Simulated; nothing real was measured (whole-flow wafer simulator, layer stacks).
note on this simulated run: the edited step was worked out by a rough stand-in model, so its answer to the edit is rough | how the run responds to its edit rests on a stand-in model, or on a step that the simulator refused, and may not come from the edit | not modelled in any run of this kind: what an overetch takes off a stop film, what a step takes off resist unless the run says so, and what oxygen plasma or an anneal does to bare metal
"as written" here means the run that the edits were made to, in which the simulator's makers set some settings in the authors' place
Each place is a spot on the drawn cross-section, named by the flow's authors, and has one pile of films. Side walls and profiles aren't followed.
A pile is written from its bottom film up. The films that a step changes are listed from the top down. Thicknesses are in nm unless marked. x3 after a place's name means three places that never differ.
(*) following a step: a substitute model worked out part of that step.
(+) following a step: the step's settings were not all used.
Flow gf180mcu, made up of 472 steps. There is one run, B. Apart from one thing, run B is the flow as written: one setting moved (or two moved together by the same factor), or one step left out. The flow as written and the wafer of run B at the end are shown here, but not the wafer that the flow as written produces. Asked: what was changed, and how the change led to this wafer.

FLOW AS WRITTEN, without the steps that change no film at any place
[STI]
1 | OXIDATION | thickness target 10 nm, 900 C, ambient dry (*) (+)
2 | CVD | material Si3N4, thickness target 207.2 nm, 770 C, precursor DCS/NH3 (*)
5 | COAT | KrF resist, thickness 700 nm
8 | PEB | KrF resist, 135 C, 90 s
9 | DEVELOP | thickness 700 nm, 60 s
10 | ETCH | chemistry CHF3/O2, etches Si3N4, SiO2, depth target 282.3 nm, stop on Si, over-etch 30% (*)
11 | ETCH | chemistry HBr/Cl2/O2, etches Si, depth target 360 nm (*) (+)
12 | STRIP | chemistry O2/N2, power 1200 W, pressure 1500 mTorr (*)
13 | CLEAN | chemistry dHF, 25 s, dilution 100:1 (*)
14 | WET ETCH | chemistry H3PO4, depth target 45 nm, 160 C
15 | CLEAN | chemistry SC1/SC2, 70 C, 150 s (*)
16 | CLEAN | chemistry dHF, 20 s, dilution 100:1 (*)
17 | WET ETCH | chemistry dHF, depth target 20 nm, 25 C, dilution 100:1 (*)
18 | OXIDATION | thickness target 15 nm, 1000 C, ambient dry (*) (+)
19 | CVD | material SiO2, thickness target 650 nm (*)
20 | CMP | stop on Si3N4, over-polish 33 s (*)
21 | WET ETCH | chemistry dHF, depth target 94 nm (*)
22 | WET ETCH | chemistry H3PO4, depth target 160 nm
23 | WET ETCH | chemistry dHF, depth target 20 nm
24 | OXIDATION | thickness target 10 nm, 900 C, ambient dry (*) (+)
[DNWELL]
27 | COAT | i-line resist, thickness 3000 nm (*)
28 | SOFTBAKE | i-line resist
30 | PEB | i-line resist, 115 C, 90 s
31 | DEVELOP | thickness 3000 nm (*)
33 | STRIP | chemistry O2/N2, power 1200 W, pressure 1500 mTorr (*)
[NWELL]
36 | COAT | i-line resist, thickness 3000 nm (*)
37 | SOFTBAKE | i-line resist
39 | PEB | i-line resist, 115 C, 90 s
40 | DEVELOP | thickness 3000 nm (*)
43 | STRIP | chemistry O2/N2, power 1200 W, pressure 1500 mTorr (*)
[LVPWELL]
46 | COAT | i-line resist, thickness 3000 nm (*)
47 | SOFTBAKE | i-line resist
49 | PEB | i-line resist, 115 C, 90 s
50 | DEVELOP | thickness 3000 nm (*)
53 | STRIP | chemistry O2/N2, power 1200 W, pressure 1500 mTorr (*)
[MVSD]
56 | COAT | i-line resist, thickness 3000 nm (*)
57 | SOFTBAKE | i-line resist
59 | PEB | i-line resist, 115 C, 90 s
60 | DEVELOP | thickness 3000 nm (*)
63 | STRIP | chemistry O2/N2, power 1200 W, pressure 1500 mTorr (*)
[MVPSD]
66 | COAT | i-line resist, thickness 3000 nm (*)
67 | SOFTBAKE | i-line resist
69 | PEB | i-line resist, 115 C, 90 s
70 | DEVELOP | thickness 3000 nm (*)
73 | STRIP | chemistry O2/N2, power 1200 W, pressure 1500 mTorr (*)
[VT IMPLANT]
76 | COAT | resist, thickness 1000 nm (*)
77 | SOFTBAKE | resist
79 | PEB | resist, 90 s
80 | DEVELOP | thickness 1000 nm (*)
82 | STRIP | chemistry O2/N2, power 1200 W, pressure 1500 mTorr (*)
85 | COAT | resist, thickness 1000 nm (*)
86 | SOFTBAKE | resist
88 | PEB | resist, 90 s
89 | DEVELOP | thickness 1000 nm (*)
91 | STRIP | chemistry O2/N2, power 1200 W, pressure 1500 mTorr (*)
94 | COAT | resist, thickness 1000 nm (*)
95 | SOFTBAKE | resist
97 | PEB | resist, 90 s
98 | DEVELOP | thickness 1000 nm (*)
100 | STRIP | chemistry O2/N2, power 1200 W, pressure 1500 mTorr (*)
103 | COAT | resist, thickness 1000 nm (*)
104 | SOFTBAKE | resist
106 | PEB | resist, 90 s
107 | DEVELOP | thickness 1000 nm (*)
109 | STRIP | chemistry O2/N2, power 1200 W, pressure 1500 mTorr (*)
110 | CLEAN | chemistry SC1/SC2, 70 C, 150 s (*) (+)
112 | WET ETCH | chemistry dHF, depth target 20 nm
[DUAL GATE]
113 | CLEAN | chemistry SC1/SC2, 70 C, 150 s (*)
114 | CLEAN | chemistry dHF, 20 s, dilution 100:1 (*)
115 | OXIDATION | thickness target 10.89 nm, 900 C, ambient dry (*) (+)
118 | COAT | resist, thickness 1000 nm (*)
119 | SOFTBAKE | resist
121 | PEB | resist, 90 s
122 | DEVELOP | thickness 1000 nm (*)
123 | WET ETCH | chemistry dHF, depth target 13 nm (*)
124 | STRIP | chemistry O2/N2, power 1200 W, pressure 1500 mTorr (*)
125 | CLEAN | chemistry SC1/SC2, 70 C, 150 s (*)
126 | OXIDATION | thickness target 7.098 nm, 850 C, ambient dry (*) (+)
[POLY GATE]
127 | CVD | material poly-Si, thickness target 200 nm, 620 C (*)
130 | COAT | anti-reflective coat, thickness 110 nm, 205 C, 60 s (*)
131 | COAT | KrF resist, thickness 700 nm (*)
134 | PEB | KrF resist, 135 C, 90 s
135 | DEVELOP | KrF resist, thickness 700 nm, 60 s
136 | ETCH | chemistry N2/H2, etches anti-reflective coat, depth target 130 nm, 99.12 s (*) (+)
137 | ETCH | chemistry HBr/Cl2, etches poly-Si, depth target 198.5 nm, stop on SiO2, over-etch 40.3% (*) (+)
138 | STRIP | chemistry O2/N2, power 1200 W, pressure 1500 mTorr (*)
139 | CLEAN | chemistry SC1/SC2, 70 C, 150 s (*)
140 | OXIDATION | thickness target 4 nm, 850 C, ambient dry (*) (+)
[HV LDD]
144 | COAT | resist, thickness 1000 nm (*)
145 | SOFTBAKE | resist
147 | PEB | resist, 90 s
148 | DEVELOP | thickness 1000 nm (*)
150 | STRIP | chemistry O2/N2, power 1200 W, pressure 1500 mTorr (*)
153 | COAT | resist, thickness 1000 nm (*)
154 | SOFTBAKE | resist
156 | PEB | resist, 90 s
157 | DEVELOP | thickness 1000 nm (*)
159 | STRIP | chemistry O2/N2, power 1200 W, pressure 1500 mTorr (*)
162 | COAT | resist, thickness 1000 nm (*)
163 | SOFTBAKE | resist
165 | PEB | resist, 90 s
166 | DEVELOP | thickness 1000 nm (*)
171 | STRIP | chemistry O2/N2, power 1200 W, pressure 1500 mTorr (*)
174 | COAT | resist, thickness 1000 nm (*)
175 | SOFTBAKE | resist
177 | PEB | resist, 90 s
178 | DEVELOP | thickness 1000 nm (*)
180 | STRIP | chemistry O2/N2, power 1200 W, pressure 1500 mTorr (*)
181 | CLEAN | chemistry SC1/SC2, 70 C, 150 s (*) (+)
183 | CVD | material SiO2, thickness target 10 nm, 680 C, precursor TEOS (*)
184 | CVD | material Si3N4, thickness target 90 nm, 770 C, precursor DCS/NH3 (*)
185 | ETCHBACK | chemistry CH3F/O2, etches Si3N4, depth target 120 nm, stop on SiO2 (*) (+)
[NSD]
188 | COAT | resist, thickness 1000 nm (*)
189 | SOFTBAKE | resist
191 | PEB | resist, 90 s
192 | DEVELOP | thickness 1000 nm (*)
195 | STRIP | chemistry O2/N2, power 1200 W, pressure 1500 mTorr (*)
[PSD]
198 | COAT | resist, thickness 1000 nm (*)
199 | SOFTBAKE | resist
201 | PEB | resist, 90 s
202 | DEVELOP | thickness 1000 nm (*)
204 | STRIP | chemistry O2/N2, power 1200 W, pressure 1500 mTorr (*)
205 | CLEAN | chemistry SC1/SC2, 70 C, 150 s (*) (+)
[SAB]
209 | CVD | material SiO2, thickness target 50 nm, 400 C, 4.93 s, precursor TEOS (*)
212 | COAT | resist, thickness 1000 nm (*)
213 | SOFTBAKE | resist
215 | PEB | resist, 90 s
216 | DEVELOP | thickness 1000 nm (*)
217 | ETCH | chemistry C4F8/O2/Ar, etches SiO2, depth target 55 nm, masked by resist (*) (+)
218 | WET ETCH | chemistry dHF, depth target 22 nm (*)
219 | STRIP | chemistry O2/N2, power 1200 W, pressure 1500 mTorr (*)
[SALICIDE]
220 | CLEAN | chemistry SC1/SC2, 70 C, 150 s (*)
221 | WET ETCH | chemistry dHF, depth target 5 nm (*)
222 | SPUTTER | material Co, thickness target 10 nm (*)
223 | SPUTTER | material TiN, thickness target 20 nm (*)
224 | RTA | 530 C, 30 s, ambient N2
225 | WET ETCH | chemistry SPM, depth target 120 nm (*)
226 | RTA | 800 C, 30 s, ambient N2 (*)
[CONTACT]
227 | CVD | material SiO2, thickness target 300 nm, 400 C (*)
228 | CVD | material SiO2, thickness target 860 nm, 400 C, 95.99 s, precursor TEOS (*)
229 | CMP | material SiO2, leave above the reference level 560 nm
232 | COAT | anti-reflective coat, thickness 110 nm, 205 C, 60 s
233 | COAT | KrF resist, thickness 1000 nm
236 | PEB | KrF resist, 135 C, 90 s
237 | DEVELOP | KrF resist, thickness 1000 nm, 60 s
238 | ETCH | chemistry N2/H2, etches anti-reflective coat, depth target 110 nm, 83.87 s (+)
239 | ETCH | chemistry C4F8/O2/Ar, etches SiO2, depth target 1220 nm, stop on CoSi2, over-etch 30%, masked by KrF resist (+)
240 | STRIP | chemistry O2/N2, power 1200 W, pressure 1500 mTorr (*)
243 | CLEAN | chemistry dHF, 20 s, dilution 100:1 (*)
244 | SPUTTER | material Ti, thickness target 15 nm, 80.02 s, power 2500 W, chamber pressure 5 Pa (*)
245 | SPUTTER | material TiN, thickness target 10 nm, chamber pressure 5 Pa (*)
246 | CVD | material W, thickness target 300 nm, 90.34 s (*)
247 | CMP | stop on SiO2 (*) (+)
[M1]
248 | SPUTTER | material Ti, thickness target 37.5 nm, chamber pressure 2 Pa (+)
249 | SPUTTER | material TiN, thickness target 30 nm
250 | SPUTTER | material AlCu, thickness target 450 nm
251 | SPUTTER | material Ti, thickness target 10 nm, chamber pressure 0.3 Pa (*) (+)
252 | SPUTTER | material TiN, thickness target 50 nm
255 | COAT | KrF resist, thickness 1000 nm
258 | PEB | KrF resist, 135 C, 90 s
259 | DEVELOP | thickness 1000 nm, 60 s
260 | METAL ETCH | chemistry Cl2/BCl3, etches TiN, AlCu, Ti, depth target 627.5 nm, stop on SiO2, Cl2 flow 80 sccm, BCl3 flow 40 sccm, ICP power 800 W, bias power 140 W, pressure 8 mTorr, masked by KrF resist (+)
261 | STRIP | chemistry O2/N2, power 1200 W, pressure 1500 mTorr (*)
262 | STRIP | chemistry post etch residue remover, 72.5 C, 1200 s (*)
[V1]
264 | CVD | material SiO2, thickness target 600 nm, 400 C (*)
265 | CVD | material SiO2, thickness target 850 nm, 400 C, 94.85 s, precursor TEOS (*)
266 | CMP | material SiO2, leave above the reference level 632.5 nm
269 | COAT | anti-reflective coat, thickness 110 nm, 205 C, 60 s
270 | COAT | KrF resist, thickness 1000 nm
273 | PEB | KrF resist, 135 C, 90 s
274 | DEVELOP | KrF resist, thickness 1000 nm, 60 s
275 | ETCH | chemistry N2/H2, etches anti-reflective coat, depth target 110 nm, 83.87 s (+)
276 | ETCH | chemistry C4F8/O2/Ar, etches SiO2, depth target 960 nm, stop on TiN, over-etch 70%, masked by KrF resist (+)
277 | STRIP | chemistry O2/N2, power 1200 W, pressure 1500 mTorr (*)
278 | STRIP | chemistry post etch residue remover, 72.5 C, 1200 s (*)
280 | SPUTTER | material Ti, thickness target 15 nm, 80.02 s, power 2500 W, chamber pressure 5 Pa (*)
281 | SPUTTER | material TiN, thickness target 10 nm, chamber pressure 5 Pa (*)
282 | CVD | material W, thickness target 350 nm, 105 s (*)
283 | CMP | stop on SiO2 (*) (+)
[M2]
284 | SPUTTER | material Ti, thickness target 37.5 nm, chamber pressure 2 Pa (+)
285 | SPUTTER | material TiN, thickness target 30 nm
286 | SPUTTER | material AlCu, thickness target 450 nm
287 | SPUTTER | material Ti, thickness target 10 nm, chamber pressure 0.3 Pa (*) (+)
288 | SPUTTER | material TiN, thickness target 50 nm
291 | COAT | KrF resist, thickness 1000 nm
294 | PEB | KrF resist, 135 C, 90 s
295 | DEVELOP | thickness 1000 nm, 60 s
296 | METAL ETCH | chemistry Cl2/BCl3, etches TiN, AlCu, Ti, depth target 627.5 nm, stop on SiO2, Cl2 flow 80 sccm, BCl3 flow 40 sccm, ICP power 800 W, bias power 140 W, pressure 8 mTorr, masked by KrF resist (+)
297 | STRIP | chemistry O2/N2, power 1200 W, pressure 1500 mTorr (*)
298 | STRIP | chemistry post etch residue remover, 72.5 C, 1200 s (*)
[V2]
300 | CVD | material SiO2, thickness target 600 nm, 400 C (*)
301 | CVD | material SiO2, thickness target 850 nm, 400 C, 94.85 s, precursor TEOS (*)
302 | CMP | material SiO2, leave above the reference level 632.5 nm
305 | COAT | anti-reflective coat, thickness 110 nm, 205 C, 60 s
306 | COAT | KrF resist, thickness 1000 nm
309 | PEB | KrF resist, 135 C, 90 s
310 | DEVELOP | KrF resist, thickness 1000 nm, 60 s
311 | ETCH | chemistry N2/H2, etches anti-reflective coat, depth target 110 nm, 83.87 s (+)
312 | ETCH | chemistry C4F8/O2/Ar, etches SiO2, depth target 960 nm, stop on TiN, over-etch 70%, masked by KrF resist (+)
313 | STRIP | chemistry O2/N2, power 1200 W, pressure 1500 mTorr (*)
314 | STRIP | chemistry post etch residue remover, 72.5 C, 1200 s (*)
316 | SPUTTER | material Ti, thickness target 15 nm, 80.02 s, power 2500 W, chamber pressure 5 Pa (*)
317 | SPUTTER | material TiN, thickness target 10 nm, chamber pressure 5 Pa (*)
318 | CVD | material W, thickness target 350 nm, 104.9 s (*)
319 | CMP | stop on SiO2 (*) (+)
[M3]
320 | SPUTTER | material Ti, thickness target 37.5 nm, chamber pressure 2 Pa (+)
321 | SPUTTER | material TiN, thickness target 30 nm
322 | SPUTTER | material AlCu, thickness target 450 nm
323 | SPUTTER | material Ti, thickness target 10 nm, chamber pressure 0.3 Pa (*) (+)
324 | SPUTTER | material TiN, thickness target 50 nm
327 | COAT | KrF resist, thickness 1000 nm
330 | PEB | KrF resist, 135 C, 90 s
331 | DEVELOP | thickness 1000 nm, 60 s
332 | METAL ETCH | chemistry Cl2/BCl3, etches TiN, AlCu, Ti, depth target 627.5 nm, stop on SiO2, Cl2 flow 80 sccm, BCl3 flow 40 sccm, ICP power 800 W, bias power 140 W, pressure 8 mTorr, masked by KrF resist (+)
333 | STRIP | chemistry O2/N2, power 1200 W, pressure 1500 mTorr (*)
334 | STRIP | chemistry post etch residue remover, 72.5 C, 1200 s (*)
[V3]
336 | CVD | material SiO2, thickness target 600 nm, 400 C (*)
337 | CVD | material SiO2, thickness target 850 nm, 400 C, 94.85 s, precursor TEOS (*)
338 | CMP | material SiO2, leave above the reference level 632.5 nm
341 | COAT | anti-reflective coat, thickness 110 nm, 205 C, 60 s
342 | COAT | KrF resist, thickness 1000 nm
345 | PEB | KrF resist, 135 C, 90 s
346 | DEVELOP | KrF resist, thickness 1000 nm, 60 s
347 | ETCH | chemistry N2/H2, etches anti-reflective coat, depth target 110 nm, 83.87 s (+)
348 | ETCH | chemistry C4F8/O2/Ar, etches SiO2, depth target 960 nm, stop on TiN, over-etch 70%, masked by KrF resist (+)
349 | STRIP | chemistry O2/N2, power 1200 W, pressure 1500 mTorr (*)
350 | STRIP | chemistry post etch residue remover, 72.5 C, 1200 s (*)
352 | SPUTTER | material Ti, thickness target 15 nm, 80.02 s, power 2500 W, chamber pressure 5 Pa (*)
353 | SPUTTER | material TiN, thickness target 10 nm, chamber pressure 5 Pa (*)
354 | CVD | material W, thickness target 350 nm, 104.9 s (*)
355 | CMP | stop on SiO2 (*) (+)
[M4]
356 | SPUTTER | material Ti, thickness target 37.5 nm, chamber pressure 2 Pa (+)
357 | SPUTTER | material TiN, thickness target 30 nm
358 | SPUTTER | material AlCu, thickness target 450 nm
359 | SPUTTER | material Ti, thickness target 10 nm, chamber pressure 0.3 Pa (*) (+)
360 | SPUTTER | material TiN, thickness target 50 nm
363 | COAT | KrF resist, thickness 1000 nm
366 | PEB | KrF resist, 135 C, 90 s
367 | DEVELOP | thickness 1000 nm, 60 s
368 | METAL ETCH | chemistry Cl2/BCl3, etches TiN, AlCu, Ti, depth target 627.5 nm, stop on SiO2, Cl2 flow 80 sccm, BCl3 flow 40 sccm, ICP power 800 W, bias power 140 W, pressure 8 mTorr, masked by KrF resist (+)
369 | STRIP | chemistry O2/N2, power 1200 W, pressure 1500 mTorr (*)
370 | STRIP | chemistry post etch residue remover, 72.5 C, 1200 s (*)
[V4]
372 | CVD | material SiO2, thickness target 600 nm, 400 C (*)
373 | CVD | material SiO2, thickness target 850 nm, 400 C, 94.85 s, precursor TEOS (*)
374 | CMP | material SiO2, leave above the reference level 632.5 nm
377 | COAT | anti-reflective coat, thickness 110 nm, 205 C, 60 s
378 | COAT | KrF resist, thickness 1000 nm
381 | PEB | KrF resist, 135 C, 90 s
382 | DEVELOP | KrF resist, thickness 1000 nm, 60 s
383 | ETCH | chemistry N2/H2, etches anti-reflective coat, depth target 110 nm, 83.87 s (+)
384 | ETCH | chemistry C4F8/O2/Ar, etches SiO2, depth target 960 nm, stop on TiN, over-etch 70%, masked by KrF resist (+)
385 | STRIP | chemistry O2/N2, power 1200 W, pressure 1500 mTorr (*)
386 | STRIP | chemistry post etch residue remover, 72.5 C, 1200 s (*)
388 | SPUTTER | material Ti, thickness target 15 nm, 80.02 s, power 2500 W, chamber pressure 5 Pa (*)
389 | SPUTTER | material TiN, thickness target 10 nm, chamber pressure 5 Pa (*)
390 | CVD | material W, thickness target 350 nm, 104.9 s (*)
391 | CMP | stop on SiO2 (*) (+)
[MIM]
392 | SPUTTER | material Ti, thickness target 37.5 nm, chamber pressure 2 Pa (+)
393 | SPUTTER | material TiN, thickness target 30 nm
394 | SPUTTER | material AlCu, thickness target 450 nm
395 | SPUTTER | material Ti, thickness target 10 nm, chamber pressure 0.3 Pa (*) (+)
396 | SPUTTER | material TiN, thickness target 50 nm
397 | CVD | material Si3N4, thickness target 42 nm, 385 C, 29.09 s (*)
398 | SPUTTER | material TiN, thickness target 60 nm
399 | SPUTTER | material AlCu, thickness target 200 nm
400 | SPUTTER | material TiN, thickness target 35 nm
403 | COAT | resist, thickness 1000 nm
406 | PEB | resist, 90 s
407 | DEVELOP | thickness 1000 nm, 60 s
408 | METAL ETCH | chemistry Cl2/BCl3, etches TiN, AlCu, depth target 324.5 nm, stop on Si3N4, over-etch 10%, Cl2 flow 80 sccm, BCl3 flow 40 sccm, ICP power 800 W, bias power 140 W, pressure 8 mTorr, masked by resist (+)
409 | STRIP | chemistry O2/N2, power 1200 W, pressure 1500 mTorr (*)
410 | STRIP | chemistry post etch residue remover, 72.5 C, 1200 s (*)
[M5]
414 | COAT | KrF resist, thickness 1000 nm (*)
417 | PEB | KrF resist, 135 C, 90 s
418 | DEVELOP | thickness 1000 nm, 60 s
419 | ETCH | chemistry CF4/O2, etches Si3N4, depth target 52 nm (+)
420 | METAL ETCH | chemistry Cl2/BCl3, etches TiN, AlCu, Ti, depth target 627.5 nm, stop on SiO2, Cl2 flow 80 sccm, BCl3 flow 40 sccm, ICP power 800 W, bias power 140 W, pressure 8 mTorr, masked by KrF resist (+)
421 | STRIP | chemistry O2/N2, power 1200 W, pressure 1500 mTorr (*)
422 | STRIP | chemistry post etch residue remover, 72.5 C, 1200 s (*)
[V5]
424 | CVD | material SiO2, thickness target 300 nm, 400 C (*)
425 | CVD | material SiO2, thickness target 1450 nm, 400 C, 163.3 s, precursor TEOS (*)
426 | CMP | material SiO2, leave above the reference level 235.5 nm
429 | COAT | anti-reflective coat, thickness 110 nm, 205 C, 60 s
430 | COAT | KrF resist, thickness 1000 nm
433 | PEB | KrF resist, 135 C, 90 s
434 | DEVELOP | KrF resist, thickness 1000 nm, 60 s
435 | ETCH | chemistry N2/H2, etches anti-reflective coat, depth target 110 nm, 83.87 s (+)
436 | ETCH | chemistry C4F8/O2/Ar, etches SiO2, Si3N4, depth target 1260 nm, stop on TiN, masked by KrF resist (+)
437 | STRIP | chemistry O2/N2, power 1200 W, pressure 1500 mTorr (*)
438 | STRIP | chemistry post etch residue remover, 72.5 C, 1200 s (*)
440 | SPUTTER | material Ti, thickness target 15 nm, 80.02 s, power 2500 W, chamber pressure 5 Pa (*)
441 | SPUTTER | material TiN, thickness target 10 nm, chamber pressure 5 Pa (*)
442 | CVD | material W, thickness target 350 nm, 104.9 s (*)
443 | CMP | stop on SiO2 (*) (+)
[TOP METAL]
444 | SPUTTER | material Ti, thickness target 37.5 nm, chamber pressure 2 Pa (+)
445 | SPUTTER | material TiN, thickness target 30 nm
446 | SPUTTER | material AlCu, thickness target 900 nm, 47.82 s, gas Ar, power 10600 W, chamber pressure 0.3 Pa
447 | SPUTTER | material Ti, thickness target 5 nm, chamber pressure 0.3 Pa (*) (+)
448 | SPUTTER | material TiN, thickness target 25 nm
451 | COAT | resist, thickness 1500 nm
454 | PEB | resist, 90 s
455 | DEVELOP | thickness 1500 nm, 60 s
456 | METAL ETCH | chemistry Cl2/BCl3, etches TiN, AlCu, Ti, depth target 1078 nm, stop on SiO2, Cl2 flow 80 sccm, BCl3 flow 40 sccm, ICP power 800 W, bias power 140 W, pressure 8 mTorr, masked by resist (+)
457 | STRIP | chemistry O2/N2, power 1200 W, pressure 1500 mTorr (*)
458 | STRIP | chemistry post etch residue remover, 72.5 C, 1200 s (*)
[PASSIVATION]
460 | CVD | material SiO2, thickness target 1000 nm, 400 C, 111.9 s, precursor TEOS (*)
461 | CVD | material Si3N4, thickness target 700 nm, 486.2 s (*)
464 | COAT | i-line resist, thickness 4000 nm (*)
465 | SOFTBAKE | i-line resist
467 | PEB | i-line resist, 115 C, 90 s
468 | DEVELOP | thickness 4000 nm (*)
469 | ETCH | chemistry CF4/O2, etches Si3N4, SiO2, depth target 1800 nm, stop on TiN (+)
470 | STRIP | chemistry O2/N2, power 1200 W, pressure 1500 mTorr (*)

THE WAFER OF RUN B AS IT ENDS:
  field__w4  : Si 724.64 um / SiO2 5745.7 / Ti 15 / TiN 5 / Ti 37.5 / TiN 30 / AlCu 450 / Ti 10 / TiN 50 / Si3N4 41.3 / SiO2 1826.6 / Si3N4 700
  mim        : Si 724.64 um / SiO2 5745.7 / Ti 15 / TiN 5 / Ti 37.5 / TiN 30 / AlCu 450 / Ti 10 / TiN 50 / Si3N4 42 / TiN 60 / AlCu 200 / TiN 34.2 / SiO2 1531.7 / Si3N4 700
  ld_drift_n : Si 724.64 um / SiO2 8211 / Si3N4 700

The reason: step 373, CVD: thickness target 510 nm was run, while the flow as written has thickness target 850 nm.

How this came from the change, step by step:
  373 | CVD | material SiO2, thickness target 850 nm, 400 C, 94.85 s, precursor TEOS (*)
      field, field__w1, field__w2 and 108 more: SiO2 gains 510 (in the flow as written it would be: SiO2 gains 850)
  374 | CMP | material SiO2, leave above the reference level 632.5 nm
      field, field__w1, field__w2 and 103 more: nothing (in the flow as written it would be: SiO2 loses 300)
      field__w8, contact, m1, m1__w1, m1_nw: SiO2 loses 537.1 (in the flow as written it would be: SiO2 loses 877.1)
  377 | COAT | anti-reflective coat, thickness 110 nm, 205 C, 60 s
      nw_enc_fld_lv__w3, polyc_n: anti-reflective coat gains 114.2 (new film) (in the flow as written it would be: anti-reflective coat gains 110 (new film))
      field: anti-reflective coat gains 122.6 (new film) (in the flow as written it would be: anti-reflective coat gains 110 (new film))
      (and at 15 other places as well)
  383 | ETCH | chemistry N2/H2, etches anti-reflective coat, depth target 110 nm, 83.87 s (+)
      contact: anti-reflective coat loses 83 (all of it), SiO2 loses 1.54 (in the flow as written it would be: anti-reflective coat loses 110 (all of it), SiO2 loses 0.85)
  385 | STRIP | chemistry O2/N2, power 1200 W, pressure 1500 mTorr (*)
      field: KrF resist loses 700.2 (all of it), anti-reflective coat loses 122.6 (all of it) (in the flow as written it would be: KrF resist loses 706.9 (all of it), anti-reflective coat loses 110 (all of it))
      field__w8: KrF resist loses 704.6 (all of it), anti-reflective coat loses 82.4 (all of it) (in the flow as written it would be: KrF resist loses 706.9 (all of it), anti-reflective coat loses 110 (all of it))
      (and at 15 other places as well)
  390 | CVD | material W, thickness target 350 nm, 104.9 s (*)
      contact: W gains 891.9 (new film) (in the flow as written it would be: W gains 932.3 (new film))
  391 | CMP | stop on SiO2 (*) (+)
      field, field__w1, field__w2 and 103 more: W loses 350 (all of it), TiN loses 5 (in the flow as written it would be: W loses 350 (all of it), TiN loses 10 (all of it), Ti loses 15 (all of it), SiO2 loses 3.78)
      field__w8, m1, m1__w1, m1_nw: W loses 350 (all of it), TiN loses 10 (all of it), Ti loses 15 (all of it), SiO2 loses 20 (in the flow as written it would be: W loses 350 (all of it), TiN loses 10 (all of it), Ti loses 15 (all of it), SiO2 loses 3.78)
      (and at 1 other place as well)
  420 | METAL ETCH | chemistry Cl2/BCl3, etches TiN, AlCu, Ti, depth target 627.5 nm, stop on SiO2, Cl2 flow 80 sccm, BCl3 flow 40 sccm, ICP power 800 W, bias power 140 W, pressure 8 mTorr, masked by KrF resist (+)
      field, field__w1, field__w2 and 101 more: TiN loses 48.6 (all of it), Ti loses 10 (all of it), AlCu loses 450 (all of it), TiN loses 30 (all of it), Ti loses 37.5 (all of it), TiN loses 5 (all of it), Ti loses 15 (all of it) (in the flow as written it would be: TiN loses 48.6 (all of it), Ti loses 10 (all of it), AlCu loses 450 (all of it), TiN loses 30 (all of it), Ti loses 37.5 (all of it))
  426 | CMP | material SiO2, leave above the reference level 235.5 nm
      field, field__w1, field__w5 and 92 more: SiO2 loses 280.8 (in the flow as written it would be: SiO2 loses 300.8)
      field__w2, field__w3, field__w12 and 6 more: SiO2 loses 251.8 (in the flow as written it would be: SiO2 loses 272.7)
